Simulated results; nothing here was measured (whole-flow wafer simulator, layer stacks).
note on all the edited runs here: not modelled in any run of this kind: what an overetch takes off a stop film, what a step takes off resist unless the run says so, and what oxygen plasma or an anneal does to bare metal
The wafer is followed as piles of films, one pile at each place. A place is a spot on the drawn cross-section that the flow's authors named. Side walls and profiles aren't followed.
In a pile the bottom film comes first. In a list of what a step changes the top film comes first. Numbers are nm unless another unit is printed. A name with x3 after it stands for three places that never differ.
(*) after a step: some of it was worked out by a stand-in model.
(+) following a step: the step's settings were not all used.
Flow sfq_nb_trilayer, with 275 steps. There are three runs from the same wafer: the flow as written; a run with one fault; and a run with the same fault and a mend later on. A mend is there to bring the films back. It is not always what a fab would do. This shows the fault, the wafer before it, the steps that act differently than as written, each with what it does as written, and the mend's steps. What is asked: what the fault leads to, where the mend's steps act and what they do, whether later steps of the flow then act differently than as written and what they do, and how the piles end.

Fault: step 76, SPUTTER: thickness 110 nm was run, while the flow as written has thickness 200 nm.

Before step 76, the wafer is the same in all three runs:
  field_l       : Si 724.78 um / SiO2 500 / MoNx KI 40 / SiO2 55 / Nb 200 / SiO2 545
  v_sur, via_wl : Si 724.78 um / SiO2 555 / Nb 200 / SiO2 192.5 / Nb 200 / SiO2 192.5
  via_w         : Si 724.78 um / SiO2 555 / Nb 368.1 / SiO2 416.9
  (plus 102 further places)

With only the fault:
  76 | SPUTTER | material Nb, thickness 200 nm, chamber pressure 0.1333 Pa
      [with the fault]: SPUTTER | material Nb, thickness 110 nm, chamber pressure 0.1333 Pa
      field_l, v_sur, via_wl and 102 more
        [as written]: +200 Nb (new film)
        [with the fault]: +110 Nb (new film)
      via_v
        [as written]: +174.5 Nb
        [with the fault]: +96.8 Nb
  Steps further on in the flow that do not act as written (6 more steps, not shown, differ only slightly: by at most 2% or 0.5 nm, whichever is larger):
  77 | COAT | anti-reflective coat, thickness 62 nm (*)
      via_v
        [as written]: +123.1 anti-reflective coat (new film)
        [with the fault]: +119.2 anti-reflective coat (new film)
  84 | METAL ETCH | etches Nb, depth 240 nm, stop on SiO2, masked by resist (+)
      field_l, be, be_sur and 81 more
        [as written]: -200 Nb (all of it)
        [with the fault]: -110 Nb (all of it)
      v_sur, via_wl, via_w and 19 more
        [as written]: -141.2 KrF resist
        [with the fault]: -97.1 KrF resist
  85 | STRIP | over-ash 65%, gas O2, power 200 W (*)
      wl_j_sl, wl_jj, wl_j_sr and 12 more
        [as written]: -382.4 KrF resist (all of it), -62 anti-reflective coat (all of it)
        [with the fault]: -426.5 KrF resist (all of it), -62 anti-reflective coat (all of it)
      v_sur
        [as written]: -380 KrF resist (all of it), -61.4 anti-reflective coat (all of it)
        [with the fault]: -424.2 KrF resist (all of it), -61.4 anti-reflective coat (all of it)
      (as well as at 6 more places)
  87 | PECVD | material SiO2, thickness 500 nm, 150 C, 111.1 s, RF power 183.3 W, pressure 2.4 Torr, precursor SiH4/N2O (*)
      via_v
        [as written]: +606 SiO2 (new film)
        [with the fault]: +584.3 SiO2 (new film)
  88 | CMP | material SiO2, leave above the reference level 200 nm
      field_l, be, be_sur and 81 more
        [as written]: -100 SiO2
        [with the fault]: -190 SiO2
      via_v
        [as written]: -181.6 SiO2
        [with the fault]: -172.2 SiO2
  At field_l, v_sur, via_wl and 103 more, the piles at the end differ from the flow's by more than 2% or 0.5 nm, whichever is larger.
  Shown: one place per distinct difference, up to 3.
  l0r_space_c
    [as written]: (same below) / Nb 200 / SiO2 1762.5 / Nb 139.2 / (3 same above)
    [with the fault]: (same below) / Nb 200 / SiO2 1672.5 / Nb 139.2 / (3 same above)
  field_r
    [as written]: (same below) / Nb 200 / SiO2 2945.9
    [with the fault]: (same below) / Nb 200 / SiO2 2855.9
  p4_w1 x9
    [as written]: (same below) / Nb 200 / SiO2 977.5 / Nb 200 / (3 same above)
    [with the fault]: (same below) / Nb 200 / SiO2 887.5 / Nb 200 / (3 same above)

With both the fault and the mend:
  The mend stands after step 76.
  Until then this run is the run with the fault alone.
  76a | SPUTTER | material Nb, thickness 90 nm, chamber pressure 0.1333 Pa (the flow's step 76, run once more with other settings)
      field_l, v_sur, via_wl and 102 more
        +90 Nb
      via_v
        +73 Nb
  Later steps of the flow that are run all act as written at every place that is followed, up to a difference of at most 2% or 0.5 nm, whichever is larger.
  At the end the piles are close to the flow's at the places that both follow, differing by at most 2% or 0.5 nm, whichever is larger.
